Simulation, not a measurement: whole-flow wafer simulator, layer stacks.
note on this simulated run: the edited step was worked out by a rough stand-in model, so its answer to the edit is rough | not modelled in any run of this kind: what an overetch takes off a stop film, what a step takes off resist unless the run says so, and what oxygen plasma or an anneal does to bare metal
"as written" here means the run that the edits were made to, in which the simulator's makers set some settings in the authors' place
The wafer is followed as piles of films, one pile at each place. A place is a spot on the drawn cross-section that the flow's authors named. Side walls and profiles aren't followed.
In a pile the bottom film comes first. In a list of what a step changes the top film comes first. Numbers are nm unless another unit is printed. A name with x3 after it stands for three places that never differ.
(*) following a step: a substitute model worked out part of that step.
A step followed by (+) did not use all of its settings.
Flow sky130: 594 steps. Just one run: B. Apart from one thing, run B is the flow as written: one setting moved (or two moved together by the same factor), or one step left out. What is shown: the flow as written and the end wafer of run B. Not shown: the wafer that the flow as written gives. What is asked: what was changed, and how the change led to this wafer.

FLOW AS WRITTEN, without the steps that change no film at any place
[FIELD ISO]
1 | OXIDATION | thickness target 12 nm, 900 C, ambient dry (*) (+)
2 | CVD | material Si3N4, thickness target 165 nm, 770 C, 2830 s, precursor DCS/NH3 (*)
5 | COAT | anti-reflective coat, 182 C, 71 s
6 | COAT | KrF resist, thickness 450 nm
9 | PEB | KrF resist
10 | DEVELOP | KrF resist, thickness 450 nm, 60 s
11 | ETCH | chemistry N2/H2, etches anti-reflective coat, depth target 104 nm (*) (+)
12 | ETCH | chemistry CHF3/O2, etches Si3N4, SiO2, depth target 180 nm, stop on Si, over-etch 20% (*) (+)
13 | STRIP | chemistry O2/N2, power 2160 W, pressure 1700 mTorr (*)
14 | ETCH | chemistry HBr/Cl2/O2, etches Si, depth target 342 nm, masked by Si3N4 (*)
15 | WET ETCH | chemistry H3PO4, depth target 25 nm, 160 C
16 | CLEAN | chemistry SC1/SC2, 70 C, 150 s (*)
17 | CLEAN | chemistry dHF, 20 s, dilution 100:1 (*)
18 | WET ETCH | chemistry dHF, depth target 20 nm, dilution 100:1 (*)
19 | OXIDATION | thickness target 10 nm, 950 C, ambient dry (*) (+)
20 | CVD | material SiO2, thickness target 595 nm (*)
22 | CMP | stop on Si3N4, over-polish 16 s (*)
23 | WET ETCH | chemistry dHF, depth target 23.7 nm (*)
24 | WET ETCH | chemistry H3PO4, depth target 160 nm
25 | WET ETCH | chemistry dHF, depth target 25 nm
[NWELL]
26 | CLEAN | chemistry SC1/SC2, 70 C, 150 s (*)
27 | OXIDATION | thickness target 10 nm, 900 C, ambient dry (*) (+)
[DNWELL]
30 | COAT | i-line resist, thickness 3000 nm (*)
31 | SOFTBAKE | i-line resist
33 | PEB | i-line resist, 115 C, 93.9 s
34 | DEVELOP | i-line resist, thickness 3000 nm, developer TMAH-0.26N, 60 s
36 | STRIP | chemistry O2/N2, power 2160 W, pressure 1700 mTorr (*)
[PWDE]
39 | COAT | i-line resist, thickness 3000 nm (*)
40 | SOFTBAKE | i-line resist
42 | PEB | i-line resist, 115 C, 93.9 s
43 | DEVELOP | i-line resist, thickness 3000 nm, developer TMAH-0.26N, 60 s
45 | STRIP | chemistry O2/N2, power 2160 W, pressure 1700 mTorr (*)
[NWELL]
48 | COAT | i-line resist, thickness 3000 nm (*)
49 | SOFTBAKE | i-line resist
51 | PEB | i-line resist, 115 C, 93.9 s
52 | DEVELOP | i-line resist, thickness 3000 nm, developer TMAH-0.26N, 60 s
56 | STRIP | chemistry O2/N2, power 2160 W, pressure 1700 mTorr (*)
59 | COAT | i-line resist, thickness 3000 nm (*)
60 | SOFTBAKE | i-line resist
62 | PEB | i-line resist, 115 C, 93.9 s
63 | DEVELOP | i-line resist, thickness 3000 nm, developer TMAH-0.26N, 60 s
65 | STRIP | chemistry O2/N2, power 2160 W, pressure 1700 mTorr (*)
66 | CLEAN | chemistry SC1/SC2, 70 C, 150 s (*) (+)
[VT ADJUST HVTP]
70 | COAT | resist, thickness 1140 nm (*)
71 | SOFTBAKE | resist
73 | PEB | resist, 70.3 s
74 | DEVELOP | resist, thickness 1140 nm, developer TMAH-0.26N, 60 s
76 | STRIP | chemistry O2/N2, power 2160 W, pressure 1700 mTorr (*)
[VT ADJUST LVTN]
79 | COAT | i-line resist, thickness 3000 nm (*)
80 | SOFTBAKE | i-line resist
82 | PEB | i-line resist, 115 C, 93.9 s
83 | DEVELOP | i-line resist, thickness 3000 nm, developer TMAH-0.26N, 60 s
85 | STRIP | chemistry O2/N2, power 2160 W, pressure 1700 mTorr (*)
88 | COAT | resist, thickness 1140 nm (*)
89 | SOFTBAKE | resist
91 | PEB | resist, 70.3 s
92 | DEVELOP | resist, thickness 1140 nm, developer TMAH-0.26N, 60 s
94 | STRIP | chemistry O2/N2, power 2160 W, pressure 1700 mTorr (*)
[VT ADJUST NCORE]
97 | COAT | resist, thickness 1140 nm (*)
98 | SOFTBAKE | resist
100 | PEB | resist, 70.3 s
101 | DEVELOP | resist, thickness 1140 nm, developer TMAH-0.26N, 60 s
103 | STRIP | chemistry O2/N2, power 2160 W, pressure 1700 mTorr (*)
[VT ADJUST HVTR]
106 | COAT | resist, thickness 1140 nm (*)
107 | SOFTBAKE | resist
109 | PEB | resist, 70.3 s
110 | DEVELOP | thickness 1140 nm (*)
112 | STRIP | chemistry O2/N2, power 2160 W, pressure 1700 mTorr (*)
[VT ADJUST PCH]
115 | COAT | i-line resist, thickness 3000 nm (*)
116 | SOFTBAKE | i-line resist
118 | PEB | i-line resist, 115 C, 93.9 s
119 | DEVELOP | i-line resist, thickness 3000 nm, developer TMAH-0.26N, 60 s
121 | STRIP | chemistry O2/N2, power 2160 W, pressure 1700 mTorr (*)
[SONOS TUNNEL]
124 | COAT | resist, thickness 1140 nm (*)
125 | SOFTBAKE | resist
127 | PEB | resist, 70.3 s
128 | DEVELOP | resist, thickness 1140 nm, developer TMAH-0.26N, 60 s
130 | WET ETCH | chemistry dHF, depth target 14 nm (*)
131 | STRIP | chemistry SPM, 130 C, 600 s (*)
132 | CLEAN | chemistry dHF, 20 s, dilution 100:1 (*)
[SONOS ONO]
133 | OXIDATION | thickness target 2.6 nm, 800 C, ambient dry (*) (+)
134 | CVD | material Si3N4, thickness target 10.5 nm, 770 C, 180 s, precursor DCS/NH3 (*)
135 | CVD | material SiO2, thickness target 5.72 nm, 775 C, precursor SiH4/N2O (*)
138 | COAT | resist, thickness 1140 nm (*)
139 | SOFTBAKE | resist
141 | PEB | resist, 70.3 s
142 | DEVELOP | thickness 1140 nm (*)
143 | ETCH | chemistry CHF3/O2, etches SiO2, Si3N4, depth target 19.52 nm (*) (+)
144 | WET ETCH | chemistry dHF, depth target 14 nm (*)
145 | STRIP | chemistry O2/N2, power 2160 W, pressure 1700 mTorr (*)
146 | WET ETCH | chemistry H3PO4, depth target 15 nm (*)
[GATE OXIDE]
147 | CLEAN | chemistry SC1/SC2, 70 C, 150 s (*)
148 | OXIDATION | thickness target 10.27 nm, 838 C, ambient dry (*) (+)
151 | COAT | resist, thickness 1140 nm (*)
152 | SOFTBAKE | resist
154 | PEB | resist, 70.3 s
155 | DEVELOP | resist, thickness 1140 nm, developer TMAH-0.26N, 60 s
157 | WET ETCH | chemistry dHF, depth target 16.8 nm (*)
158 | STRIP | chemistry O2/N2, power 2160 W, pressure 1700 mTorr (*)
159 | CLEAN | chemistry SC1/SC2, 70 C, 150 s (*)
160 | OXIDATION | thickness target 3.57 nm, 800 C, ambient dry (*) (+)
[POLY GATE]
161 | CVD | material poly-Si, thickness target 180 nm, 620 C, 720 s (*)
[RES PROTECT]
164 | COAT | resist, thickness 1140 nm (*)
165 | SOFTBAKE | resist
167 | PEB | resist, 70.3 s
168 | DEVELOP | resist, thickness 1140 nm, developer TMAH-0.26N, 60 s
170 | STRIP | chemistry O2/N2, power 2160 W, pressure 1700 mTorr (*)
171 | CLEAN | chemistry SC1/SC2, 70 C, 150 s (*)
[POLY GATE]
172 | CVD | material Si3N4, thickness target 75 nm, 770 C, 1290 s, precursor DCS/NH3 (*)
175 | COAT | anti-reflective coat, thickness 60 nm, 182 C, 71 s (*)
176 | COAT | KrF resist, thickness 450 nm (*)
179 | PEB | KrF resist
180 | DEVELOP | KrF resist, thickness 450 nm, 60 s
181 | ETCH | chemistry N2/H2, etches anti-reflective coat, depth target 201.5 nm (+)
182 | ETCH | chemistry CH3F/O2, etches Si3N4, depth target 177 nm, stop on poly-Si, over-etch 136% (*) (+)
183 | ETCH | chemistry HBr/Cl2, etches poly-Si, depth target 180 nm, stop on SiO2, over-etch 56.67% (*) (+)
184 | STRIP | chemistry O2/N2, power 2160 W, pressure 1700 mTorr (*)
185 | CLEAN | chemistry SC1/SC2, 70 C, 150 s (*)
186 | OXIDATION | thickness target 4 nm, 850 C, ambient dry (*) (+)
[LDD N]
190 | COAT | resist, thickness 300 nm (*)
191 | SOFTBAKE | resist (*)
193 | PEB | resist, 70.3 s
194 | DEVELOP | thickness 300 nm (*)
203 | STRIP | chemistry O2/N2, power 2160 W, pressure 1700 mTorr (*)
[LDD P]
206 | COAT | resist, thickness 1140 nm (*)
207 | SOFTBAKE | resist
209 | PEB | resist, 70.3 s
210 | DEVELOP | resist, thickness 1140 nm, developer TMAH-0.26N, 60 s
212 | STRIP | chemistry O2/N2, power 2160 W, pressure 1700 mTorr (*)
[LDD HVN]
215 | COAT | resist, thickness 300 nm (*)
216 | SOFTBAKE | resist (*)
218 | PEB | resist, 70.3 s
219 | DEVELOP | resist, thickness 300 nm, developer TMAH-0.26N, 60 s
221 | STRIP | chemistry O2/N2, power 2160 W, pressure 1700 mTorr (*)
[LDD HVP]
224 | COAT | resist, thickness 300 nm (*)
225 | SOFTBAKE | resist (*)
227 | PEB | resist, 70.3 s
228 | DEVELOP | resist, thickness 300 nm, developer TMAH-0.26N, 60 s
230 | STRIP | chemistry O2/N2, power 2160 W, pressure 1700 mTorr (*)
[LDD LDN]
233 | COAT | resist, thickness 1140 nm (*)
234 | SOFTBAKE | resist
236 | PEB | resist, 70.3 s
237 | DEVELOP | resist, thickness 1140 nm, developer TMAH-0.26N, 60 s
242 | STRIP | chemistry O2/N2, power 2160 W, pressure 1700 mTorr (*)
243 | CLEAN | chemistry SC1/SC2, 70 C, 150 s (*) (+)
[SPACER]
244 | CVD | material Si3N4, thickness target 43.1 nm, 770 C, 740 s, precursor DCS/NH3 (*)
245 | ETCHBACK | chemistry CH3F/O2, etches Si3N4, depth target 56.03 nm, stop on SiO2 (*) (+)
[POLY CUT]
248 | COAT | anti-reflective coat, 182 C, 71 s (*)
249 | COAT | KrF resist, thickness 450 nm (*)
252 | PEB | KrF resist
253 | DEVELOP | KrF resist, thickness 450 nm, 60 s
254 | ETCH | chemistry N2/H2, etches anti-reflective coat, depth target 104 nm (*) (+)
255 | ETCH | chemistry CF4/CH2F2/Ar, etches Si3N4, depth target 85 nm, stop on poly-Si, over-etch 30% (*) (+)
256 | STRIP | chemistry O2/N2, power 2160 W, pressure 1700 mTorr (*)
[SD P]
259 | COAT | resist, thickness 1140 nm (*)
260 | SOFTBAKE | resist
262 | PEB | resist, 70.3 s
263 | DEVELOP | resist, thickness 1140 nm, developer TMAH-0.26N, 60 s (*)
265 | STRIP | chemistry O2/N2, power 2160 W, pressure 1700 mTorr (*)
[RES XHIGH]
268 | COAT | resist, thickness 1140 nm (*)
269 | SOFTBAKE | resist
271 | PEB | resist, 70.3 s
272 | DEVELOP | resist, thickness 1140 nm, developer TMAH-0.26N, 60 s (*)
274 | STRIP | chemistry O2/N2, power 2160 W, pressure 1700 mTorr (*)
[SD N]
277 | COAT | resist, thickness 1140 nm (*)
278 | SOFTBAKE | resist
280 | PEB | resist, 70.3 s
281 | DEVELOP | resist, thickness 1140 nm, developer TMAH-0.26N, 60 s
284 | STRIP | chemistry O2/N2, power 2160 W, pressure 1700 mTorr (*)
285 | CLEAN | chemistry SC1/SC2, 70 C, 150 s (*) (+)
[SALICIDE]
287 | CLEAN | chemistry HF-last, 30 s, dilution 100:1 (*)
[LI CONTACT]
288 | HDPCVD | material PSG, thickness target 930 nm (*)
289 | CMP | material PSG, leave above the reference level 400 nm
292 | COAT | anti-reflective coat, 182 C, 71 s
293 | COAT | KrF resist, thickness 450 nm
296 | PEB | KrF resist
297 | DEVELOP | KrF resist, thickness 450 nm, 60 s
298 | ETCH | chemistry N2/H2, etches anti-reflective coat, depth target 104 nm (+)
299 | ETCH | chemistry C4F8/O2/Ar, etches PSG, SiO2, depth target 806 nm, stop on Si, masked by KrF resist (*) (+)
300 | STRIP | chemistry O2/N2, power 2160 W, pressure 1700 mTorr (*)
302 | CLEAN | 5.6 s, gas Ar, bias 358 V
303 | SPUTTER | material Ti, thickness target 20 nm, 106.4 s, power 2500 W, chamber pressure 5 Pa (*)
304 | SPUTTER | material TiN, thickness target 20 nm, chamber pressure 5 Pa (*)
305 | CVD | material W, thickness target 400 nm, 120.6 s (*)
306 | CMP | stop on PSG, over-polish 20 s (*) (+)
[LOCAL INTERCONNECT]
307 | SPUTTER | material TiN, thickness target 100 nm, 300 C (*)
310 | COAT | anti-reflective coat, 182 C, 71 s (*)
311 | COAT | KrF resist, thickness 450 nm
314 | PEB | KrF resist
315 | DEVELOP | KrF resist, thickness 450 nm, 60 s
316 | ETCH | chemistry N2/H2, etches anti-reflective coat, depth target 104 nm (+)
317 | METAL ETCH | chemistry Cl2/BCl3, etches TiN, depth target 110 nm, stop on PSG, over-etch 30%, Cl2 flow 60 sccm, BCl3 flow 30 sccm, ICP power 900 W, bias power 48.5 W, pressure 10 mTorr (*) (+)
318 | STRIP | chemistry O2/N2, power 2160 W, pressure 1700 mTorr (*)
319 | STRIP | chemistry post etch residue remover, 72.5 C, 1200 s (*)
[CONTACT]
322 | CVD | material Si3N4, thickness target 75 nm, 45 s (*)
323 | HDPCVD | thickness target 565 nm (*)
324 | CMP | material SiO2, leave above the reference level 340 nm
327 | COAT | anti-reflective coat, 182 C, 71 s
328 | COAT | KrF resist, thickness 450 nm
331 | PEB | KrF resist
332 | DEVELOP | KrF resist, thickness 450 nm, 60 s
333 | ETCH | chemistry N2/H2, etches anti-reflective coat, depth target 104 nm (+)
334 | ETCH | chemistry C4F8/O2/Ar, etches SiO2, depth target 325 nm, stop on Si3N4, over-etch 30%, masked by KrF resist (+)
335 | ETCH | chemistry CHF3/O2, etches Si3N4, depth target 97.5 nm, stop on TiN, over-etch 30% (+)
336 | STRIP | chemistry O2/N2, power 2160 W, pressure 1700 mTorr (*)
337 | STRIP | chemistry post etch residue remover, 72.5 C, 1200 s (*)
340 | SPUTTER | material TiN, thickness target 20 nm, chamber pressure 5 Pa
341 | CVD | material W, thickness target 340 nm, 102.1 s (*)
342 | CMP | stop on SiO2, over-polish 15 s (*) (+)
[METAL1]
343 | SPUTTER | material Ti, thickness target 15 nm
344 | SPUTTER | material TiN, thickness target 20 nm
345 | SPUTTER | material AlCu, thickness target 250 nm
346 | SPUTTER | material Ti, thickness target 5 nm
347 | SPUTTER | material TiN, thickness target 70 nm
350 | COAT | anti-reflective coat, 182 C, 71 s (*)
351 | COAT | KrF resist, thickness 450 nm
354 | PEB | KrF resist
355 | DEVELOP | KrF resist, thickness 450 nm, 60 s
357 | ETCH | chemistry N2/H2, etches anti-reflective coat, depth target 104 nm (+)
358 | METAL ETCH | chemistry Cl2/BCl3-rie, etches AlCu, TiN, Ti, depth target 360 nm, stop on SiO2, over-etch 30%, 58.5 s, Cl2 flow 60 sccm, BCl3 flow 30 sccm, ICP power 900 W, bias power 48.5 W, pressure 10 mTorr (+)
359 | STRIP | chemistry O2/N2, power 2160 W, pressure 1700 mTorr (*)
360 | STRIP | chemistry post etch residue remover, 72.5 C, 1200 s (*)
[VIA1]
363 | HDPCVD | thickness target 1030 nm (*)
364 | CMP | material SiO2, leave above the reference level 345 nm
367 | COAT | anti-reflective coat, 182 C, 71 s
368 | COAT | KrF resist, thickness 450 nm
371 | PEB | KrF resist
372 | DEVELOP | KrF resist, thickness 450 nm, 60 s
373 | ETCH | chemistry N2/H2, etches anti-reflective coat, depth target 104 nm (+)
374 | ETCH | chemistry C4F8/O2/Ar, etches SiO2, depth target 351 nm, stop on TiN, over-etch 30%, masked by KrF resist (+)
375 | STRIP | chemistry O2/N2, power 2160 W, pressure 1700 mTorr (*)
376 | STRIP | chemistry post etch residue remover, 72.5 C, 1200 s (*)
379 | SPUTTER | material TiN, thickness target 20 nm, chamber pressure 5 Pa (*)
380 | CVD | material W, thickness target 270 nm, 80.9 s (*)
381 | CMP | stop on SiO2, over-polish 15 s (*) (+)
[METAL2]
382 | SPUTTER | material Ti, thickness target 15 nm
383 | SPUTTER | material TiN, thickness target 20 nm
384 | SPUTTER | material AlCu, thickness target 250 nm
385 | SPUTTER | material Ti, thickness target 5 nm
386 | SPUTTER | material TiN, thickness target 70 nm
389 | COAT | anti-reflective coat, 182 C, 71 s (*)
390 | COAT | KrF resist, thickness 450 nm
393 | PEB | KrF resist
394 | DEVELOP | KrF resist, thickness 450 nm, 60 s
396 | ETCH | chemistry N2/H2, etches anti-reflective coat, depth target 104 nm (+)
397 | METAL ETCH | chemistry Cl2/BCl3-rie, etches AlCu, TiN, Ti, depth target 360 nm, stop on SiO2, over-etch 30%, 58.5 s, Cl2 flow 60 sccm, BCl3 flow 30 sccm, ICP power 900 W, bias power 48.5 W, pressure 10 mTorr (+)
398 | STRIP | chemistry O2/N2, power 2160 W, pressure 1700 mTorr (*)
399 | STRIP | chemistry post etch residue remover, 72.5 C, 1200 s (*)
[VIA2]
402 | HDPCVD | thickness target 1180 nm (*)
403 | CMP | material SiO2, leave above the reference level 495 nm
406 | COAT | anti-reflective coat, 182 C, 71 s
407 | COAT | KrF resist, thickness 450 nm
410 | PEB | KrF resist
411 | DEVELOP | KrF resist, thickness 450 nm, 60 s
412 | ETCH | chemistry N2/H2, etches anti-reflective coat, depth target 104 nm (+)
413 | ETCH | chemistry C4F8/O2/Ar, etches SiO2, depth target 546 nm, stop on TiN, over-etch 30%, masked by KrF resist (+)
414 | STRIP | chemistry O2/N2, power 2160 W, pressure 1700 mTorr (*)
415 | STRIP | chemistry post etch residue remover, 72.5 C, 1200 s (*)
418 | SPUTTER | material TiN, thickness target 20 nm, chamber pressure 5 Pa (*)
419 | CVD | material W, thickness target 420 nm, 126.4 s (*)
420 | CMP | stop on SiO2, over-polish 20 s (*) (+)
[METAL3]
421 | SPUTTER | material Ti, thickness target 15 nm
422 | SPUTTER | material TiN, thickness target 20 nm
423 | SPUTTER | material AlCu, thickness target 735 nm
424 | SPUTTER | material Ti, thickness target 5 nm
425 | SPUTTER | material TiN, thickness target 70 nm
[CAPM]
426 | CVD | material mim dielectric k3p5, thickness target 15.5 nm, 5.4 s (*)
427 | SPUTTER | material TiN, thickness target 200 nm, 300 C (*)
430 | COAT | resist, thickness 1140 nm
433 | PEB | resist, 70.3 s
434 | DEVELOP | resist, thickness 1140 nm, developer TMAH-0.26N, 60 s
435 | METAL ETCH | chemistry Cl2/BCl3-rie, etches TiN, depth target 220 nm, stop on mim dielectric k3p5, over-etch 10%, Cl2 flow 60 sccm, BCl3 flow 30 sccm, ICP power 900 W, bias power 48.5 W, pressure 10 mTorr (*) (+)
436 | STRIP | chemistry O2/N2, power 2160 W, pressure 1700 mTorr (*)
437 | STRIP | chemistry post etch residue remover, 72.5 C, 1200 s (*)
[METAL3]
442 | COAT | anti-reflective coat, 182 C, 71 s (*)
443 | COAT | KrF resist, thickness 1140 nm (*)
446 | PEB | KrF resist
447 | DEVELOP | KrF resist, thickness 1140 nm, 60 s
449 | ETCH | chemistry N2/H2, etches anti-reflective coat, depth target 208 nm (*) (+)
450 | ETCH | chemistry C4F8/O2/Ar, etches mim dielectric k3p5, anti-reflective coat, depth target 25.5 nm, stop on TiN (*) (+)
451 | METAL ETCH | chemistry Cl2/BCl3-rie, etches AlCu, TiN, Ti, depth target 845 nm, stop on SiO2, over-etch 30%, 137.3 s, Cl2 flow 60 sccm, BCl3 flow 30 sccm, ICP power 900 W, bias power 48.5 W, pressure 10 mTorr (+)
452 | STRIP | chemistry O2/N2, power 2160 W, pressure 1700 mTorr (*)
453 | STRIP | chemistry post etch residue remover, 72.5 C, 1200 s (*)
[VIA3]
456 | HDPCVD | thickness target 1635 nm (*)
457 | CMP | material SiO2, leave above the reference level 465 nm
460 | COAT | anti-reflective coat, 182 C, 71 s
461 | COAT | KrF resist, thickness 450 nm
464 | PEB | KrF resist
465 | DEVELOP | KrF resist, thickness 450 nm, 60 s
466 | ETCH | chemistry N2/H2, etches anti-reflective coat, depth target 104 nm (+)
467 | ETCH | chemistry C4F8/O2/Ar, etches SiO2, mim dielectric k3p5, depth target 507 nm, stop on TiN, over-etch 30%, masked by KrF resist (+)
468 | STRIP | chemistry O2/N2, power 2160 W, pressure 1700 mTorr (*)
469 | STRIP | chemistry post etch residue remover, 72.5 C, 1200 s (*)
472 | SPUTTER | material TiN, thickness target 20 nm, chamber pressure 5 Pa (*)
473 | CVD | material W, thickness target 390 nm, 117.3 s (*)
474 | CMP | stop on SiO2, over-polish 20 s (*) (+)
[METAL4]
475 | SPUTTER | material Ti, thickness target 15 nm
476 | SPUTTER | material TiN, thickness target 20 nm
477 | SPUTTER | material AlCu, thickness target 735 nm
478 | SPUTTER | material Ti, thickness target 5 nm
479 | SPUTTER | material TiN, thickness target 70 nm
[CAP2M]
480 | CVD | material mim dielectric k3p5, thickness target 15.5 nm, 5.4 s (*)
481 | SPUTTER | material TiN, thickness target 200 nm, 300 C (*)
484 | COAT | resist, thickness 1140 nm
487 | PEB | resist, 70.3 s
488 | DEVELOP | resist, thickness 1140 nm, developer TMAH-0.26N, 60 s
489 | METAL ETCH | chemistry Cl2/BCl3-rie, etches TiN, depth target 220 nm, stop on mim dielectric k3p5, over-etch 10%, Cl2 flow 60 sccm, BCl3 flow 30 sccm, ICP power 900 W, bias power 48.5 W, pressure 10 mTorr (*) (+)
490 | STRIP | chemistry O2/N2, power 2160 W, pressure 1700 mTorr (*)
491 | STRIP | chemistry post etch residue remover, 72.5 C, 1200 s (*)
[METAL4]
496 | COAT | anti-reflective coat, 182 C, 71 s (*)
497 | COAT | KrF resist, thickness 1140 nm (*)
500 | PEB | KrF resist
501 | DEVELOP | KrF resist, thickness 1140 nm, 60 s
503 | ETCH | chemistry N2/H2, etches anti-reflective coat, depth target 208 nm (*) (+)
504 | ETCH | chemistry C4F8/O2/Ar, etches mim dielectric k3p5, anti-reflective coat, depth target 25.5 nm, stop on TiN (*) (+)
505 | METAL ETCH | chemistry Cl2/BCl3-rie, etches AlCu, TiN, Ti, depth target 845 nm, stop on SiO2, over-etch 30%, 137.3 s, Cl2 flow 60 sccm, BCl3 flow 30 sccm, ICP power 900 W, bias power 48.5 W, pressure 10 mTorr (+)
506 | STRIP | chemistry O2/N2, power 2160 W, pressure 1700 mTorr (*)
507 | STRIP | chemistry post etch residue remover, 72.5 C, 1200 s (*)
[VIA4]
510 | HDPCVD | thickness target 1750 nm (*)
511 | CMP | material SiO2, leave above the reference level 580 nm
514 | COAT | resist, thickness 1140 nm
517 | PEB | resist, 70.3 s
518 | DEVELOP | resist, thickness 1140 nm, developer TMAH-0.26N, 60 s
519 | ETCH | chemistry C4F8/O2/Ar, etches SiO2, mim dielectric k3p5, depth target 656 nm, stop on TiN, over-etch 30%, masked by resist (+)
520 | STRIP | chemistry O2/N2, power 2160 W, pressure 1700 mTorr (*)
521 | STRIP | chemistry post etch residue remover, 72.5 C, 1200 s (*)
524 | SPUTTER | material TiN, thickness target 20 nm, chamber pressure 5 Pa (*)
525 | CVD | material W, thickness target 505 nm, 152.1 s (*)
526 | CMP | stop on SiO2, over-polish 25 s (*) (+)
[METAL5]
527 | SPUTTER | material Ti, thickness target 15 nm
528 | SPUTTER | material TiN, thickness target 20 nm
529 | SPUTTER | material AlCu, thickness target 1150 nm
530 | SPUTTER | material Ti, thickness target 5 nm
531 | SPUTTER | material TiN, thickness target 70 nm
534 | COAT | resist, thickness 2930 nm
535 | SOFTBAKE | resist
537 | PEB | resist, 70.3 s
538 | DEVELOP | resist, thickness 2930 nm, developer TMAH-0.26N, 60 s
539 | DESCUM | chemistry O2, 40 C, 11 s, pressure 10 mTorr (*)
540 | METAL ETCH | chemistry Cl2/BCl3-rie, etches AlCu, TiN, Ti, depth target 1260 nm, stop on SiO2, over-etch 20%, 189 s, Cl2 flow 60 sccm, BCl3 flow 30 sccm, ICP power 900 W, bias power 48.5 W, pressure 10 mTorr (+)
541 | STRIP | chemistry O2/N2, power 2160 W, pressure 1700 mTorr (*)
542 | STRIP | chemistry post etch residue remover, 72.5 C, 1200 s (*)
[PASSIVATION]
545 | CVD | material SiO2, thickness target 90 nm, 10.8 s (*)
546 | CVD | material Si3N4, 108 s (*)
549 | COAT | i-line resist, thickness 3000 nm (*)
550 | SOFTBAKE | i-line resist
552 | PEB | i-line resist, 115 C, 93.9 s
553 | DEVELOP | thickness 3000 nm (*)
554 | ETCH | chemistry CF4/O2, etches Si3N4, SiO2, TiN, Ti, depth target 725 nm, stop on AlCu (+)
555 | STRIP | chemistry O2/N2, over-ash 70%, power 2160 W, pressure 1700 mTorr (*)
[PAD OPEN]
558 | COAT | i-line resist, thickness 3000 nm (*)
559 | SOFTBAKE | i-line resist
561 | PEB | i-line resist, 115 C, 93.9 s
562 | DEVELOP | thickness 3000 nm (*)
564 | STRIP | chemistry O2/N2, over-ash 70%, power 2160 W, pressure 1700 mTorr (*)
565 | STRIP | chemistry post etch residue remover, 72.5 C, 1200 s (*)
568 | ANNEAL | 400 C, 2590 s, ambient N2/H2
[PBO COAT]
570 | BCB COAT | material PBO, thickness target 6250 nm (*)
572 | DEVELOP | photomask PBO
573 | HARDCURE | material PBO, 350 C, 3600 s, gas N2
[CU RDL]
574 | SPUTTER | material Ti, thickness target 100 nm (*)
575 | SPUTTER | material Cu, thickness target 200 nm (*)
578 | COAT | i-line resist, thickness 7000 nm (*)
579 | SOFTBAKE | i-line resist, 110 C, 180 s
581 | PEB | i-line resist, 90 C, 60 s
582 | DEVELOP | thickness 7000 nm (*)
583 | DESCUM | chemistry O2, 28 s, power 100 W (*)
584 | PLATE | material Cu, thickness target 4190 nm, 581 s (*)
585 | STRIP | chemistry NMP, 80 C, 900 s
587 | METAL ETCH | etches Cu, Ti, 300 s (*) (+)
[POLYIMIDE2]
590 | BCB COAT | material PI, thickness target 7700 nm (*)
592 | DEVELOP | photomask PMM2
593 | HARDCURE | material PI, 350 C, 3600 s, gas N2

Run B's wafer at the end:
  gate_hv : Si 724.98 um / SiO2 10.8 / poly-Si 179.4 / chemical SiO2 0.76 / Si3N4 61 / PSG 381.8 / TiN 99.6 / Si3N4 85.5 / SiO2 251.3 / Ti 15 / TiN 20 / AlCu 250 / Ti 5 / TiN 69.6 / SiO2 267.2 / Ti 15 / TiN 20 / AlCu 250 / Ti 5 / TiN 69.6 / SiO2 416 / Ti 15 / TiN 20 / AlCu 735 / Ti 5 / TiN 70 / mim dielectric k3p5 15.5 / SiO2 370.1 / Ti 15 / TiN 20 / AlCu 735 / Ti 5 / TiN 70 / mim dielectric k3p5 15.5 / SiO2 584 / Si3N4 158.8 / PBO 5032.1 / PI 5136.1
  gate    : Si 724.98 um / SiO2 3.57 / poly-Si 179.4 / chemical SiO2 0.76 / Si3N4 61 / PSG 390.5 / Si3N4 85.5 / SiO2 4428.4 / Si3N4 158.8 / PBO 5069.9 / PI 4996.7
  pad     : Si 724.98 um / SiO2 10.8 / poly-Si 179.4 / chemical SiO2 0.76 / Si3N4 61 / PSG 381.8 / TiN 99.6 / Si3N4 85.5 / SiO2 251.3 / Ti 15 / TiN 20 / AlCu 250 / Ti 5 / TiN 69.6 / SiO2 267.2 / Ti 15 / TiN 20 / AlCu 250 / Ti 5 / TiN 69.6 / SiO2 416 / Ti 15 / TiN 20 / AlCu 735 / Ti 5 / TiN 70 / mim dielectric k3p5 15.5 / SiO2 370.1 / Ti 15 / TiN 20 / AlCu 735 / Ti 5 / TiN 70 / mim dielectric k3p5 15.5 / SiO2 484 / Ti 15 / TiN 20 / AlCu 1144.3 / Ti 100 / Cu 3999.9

What caused this: step 322, CVD: thickness target 85.5 nm was run, whereas the flow has thickness target 75 nm; step 322, CVD: 51.3 s was run, where the flow has 45 s.
The wafer lets one read it off: gate_hv has Si3N4 85.5, and step 322 as written asks for 75 nm.

How this came from the change, step by step:
  322 | CVD | material Si3N4, thickness target 75 nm, 45 s (*)
      field, active, n_well and 188 more: Si3N4 gains 85.5 (new film) (in the flow as written it would be: Si3N4 gains 75 (new film))
  324 | CMP | material SiO2, leave above the reference level 340 nm
      n_well, p_well, gate_hv and 93 more: SiO2 loses 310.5 (in the flow as written it would be: SiO2 loses 300)
      field, active, gate and 88 more: SiO2 loses 210.9 (in the flow as written it would be: SiO2 loses 200.4)
      (and at 4 other places as well)
  334 | ETCH | chemistry C4F8/O2/Ar, etches SiO2, depth target 325 nm, stop on Si3N4, over-etch 30%, masked by KrF resist (+)
      poly_licon, ndiff_licon, ndiff_licon_cpp, rpo_hd_licon: SiO2 loses 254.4 (all of it) (in the flow as written it would be: SiO2 loses 264.9 (all of it))
  335 | ETCH | chemistry CHF3/O2, etches Si3N4, depth target 97.5 nm, stop on TiN, over-etch 30% (+)
      poly_licon, ndiff_licon, ndiff_licon_cpp, rpo_hd_licon: Si3N4 loses 85.5 (all of it) (in the flow as written it would be: Si3N4 loses 75 (all of it))
